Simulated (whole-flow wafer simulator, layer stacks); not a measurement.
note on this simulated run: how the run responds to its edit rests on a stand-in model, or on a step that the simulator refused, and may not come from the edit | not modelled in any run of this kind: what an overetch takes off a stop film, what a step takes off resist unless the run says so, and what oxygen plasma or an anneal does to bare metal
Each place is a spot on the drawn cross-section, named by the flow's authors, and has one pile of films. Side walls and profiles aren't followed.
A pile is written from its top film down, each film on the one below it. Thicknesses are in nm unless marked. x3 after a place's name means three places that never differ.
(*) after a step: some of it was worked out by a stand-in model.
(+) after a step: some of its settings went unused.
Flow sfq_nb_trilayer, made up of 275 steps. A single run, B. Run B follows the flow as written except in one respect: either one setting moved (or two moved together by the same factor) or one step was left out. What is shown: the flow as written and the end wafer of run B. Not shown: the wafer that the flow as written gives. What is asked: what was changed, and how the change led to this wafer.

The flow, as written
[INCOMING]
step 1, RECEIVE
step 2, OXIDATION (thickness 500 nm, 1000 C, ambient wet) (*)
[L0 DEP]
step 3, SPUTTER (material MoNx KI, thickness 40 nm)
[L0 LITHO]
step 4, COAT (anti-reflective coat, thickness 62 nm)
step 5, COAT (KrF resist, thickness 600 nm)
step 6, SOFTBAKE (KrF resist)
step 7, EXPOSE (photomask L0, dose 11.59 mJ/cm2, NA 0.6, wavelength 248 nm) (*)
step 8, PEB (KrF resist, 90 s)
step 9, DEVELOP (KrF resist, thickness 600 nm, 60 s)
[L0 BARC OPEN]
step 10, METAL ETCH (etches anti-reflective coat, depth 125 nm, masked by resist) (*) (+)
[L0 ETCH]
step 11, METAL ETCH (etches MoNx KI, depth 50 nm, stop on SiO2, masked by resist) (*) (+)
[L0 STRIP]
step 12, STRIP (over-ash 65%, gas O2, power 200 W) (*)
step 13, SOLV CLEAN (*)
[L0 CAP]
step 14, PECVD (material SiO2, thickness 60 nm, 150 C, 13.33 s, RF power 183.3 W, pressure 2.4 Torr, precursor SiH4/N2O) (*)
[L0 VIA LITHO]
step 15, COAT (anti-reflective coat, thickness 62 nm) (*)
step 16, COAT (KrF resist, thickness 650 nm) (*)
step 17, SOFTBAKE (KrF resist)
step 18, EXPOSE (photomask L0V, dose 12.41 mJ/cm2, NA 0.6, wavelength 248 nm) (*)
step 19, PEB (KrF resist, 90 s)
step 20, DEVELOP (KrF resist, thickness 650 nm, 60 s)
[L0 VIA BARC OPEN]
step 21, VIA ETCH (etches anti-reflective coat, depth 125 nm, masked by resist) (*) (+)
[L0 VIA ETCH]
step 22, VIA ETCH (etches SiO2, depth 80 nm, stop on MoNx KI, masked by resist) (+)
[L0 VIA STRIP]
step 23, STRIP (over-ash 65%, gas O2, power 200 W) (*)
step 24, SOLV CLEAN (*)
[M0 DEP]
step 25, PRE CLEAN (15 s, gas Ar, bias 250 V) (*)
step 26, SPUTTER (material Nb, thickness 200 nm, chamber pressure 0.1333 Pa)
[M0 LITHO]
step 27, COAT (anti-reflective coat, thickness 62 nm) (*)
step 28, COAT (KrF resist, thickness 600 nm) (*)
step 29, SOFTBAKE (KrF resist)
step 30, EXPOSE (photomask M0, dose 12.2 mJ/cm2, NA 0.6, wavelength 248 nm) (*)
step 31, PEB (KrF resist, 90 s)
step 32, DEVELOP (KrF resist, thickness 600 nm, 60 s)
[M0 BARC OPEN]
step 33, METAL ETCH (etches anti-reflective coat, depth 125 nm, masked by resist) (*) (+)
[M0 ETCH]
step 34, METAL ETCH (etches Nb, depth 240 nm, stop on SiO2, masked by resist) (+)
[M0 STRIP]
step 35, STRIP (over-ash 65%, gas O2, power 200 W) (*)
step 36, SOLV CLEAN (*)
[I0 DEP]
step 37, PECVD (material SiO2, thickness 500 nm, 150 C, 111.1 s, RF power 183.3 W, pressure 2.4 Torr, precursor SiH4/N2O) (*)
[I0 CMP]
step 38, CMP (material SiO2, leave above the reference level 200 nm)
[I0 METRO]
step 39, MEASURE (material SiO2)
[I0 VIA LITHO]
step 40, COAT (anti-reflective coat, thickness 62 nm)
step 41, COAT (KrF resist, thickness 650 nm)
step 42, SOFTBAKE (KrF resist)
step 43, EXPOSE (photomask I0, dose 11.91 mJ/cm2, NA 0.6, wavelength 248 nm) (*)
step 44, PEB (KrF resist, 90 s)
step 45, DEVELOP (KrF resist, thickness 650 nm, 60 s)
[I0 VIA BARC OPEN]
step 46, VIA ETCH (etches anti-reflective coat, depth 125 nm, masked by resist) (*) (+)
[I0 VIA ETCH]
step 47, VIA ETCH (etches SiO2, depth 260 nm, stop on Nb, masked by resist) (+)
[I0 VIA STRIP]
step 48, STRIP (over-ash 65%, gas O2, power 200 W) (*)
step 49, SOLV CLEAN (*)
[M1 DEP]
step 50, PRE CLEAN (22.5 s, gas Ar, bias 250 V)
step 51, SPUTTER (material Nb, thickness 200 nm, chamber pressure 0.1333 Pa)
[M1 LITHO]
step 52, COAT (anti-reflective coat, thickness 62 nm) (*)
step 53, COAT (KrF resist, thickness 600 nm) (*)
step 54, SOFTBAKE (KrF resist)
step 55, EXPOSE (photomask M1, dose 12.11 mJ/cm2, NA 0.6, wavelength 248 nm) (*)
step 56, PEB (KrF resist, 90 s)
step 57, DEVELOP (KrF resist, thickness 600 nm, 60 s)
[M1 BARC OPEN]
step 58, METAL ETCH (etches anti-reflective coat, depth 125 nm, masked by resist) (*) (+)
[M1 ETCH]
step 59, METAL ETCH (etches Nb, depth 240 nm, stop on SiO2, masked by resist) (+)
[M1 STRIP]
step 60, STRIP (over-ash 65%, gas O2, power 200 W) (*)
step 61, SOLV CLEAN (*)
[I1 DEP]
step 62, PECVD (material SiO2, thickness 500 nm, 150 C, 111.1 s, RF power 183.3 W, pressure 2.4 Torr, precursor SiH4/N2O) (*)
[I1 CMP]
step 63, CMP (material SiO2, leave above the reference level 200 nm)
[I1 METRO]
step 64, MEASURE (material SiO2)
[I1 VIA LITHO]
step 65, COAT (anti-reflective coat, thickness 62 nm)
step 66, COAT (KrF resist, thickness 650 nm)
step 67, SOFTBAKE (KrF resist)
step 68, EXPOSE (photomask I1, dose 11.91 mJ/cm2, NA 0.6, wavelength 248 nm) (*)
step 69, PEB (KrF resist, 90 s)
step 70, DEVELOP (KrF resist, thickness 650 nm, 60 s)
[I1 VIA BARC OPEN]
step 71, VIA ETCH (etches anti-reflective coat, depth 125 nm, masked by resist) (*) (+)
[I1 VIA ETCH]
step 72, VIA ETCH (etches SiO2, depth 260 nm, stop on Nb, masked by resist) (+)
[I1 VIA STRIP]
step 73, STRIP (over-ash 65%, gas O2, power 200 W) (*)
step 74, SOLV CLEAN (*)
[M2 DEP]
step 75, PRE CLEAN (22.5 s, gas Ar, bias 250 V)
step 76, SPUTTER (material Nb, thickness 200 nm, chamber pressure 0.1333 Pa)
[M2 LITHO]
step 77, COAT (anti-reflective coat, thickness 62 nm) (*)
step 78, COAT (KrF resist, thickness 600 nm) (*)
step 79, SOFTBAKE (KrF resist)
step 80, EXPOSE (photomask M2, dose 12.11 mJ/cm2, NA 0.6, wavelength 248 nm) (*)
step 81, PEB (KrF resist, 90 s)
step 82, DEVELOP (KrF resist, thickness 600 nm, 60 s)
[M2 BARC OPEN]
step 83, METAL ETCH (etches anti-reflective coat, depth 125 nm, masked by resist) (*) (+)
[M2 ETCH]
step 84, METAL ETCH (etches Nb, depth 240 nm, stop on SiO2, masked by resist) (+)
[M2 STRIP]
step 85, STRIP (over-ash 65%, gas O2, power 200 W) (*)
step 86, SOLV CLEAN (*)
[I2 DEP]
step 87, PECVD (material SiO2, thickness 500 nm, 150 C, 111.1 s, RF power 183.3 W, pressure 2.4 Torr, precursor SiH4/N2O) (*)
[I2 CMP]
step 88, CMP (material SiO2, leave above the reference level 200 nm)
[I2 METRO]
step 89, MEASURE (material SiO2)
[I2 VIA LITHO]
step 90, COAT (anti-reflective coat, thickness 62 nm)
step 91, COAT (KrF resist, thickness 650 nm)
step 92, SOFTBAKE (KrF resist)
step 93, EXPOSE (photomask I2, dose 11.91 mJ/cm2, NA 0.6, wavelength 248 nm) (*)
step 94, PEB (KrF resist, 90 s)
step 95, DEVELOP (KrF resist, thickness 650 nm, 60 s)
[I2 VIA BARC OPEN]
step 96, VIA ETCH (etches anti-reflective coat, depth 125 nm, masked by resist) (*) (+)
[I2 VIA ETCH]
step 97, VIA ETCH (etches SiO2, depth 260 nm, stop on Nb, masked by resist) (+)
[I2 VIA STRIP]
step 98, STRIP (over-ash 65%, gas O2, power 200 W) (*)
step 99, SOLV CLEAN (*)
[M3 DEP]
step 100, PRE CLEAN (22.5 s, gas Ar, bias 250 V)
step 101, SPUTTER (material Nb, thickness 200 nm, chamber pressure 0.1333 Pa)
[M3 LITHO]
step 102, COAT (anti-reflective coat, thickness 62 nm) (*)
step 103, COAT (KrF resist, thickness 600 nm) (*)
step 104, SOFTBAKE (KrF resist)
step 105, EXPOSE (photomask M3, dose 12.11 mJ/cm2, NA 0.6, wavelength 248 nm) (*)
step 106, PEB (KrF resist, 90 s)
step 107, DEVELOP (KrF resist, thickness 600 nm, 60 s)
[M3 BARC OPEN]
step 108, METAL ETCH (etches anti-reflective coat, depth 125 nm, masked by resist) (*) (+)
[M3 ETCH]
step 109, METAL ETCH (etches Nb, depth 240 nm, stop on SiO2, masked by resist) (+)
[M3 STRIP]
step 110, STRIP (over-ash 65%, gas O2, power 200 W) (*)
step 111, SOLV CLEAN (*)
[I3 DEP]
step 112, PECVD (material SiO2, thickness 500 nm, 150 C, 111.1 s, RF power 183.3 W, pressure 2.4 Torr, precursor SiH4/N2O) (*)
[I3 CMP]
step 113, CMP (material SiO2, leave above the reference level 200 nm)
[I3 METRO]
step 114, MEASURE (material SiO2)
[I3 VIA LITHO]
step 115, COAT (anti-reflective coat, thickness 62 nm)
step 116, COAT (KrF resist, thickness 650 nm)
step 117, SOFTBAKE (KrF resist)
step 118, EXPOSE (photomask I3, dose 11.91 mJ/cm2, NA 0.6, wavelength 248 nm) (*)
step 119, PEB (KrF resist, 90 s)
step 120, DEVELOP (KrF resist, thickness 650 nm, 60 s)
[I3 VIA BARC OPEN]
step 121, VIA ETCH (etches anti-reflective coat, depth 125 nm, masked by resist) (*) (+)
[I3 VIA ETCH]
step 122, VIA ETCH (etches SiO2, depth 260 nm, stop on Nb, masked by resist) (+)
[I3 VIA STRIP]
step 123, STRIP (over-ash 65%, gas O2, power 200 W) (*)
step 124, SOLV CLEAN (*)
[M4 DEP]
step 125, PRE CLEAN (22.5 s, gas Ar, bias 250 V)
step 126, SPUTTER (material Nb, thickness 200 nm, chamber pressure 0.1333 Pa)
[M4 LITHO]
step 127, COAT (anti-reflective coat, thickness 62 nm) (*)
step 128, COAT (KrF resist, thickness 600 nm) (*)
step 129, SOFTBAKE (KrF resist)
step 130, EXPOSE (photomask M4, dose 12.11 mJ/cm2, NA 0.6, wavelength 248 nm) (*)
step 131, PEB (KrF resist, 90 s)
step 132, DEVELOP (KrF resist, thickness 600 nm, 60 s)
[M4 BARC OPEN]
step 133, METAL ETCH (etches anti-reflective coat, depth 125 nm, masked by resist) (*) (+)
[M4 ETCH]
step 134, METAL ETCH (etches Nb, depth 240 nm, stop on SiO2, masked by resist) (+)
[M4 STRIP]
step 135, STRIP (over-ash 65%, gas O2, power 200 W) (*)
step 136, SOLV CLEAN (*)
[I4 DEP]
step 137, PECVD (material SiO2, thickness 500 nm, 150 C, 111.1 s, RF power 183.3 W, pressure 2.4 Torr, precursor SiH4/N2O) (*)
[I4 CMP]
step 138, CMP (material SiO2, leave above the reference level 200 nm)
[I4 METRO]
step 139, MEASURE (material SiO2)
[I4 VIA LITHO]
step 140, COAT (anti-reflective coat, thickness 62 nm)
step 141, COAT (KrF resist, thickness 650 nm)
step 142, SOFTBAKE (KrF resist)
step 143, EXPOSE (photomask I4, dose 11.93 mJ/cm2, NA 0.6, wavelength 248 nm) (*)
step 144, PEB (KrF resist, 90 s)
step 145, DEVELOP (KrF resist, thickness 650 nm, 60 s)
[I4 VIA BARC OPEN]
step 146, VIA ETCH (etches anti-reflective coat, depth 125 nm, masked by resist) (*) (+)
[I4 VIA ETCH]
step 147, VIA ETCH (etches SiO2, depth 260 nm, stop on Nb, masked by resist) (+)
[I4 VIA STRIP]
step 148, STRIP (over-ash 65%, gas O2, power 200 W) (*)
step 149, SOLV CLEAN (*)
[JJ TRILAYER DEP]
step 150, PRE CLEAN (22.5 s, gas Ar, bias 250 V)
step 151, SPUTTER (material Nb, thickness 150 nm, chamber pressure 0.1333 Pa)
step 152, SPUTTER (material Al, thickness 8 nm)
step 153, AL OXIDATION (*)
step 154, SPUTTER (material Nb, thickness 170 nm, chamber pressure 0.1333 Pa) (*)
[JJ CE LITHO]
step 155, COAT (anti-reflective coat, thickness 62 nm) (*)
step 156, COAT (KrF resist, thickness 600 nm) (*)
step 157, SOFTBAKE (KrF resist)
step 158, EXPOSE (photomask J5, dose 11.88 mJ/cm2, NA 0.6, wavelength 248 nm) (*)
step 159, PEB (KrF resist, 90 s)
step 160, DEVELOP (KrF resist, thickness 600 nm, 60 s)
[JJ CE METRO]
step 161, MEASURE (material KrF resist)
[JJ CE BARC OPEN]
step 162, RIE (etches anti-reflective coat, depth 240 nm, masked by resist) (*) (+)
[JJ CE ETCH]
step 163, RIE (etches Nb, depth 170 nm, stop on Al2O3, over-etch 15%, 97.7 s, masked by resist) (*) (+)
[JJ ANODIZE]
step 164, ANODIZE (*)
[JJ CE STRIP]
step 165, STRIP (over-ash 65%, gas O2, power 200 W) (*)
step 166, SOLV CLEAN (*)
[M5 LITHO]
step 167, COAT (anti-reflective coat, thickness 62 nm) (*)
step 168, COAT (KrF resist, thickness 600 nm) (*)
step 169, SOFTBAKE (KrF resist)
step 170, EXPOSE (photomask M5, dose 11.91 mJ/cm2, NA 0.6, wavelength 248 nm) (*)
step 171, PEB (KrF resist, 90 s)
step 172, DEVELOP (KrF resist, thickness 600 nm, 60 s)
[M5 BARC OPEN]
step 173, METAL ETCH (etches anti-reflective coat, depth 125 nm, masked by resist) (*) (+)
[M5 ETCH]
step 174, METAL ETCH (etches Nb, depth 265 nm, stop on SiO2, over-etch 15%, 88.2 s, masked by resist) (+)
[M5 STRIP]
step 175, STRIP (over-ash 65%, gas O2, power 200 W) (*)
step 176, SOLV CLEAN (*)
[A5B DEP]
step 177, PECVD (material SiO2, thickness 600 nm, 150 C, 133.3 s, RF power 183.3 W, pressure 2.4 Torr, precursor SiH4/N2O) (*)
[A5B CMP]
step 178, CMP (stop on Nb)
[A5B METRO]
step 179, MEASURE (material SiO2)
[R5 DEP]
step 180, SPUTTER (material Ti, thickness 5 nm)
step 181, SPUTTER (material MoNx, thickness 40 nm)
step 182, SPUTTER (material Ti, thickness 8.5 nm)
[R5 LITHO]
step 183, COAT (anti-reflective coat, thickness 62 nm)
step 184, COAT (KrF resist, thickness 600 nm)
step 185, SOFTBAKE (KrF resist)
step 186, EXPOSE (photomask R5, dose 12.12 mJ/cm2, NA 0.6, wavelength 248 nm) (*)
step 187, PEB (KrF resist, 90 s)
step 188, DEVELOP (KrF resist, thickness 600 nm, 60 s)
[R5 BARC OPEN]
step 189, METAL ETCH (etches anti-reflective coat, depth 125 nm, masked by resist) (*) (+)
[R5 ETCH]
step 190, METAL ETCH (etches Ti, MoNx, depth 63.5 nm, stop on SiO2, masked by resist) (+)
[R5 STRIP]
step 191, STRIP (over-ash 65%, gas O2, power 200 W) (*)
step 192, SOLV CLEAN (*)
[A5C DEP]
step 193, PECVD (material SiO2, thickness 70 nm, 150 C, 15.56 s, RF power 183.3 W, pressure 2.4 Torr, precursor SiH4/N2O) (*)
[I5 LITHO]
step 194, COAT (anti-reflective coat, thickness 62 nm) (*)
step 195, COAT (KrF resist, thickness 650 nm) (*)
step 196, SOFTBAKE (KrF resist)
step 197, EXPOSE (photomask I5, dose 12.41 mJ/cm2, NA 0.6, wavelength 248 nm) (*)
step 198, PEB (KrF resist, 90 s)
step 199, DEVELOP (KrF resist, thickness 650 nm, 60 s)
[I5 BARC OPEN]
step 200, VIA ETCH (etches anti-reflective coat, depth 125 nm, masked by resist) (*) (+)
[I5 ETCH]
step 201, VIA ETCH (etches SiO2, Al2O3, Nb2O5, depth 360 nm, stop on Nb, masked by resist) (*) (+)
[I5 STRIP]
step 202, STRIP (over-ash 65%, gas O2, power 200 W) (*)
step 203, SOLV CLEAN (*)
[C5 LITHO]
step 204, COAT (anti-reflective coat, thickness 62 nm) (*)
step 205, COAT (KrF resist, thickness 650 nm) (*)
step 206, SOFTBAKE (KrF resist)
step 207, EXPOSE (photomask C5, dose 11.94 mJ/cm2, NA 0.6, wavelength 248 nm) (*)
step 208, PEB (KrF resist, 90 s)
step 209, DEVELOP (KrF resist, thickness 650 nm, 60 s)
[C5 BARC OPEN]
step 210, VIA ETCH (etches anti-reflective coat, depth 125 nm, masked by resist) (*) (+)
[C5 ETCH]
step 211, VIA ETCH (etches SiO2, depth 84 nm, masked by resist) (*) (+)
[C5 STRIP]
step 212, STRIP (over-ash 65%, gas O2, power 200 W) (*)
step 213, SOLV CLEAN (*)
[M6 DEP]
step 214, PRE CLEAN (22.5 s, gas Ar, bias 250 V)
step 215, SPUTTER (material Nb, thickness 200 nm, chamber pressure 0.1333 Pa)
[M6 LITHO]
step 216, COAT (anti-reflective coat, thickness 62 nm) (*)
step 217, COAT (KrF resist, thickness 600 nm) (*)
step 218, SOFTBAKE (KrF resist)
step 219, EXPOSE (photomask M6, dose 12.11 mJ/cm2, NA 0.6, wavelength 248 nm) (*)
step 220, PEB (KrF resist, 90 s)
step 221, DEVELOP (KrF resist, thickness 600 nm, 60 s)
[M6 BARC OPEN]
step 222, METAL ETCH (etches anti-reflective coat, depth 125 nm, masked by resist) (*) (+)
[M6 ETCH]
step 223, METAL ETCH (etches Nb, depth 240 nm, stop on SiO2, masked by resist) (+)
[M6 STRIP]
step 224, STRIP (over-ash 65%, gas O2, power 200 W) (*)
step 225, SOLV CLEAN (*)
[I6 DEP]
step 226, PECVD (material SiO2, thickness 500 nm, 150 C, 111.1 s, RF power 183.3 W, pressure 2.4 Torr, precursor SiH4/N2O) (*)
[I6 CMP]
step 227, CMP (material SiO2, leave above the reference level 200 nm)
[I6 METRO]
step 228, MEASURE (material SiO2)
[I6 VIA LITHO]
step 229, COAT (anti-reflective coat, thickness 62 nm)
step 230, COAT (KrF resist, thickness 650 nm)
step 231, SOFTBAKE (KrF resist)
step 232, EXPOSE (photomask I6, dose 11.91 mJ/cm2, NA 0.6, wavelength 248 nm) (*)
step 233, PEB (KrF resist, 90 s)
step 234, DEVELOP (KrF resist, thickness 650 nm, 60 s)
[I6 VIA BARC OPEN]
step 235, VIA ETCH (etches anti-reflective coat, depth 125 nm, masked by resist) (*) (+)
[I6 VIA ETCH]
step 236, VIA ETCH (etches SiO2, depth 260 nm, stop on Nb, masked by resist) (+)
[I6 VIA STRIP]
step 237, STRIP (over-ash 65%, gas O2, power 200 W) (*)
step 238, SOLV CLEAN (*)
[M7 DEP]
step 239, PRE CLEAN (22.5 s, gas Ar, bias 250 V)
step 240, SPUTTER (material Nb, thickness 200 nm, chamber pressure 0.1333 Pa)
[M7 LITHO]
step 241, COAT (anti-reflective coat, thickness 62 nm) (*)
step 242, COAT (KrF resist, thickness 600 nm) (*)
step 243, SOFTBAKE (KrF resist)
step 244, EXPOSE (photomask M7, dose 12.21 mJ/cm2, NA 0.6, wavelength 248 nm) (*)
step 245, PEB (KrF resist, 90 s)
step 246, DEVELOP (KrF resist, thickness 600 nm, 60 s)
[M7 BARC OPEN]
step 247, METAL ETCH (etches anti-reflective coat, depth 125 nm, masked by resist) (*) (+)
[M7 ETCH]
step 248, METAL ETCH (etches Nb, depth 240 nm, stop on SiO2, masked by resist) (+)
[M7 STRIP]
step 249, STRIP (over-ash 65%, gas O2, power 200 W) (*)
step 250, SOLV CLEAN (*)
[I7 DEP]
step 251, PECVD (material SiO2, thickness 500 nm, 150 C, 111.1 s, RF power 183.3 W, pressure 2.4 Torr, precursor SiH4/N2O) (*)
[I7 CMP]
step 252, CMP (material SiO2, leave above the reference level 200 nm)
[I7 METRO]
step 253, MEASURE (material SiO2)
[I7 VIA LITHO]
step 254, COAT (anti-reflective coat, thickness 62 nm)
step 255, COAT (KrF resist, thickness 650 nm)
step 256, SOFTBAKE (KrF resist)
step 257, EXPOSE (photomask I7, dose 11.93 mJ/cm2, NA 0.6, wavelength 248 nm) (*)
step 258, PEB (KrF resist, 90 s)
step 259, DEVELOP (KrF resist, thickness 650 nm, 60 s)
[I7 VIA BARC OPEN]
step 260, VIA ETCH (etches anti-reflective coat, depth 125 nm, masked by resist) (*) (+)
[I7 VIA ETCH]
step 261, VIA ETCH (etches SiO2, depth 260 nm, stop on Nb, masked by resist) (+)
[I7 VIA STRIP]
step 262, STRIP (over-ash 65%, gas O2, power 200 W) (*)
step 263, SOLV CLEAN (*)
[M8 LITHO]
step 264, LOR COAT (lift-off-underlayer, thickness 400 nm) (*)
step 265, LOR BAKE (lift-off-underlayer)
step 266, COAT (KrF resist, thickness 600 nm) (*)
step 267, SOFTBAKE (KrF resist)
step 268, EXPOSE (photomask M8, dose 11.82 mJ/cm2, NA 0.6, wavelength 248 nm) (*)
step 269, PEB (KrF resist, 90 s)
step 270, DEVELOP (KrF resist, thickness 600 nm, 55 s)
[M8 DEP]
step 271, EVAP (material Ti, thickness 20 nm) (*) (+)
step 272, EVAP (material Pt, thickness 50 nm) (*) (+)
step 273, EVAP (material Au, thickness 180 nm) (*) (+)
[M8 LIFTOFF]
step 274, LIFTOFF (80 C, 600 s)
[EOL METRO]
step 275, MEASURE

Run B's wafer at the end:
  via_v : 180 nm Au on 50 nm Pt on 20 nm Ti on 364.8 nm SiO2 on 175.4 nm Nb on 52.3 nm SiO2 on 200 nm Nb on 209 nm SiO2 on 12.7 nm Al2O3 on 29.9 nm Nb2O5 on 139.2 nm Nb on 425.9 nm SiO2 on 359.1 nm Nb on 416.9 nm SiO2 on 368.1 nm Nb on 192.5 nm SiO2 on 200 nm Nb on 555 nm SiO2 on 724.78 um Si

Cause: step 236, VIA ETCH: depth 140 nm was run, whereas the flow has depth 260 nm.

Step by step, how the change led to this:
  step 236, VIA ETCH (etches SiO2, depth 260 nm, stop on Nb, masked by resist) (+)
      via_v: SiO2 loses 140 (as written it would have been: SiO2 loses 199.8 (all of it))
      field_l, v_sur, via_wl and 102 more: KrF resist loses 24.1 (as written it would have been: KrF resist loses 44.8)
  step 237, STRIP (over-ash 65%, gas O2, power 200 W) (*)
      field_l, v_sur, via_wl and 102 more: KrF resist loses 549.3 (all of it), anti-reflective coat loses 62 (all of it) (as written it would have been: KrF resist loses 528.6 (all of it), anti-reflective coat loses 62 (all of it))
  step 239, PRE CLEAN (22.5 s, gas Ar, bias 250 V)
      via_v: SiO2 loses 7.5 (as written it would have been: Nb loses 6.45)
  step 240, SPUTTER (material Nb, thickness 200 nm, chamber pressure 0.1333 Pa)
      via_v: Nb gains 175.4 (new film) (as written it would have been: Nb gains 161.1)
  step 241, COAT (anti-reflective coat, thickness 62 nm) (*)
      via_v: anti-reflective coat gains 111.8 (new film) (as written it would have been: anti-reflective coat gains 126 (new film))
      wire: anti-reflective coat gains 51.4 (new film) (as written it would have been: anti-reflective coat gains 50.3 (new film))
  step 242, COAT (KrF resist, thickness 600 nm) (*)
      via_v: KrF resist gains 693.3 (new film) (as written it would have been: KrF resist gains 742.5 (new film))
  step 249, STRIP (over-ash 65%, gas O2, power 200 W) (*)
      via_v: KrF resist loses 475.5 (all of it), anti-reflective coat loses 111.8 (all of it) (as written it would have been: KrF resist loses 524.5 (all of it), anti-reflective coat loses 126 (all of it))
      wire: KrF resist loses 378.8 (all of it), anti-reflective coat loses 51.4 (all of it) (as written it would have been: KrF resist loses 374.1 (all of it), anti-reflective coat loses 50.3 (all of it))
  step 251, PECVD (material SiO2, thickness 500 nm, 150 C, 111.1 s, RF power 183.3 W, pressure 2.4 Torr, precursor SiH4/N2O) (*)
      via_v: SiO2 gains 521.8 (new film) (as written it would have been: SiO2 gains 621 (new film))
  step 252, CMP (material SiO2, leave above the reference level 200 nm)
      via_v: SiO2 loses 157.1 (as written it would have been: SiO2 loses 183.1)
If metal films that touch count as one body, via_v has 7 bodies (between them, from the top down: SiO2 364.8; SiO2 52.3; SiO2 209 / Al2O3 12.7 / Nb2O5 29.9; SiO2 425.9; SiO2 416.9; SiO2 192.5); the flow as written gives 6 bodies (between them, from the top down: SiO2 437.8; SiO2 209 / Al2O3 12.7 / Nb2O5 29.9; SiO2 425.9; SiO2 416.9; SiO2 192.5).
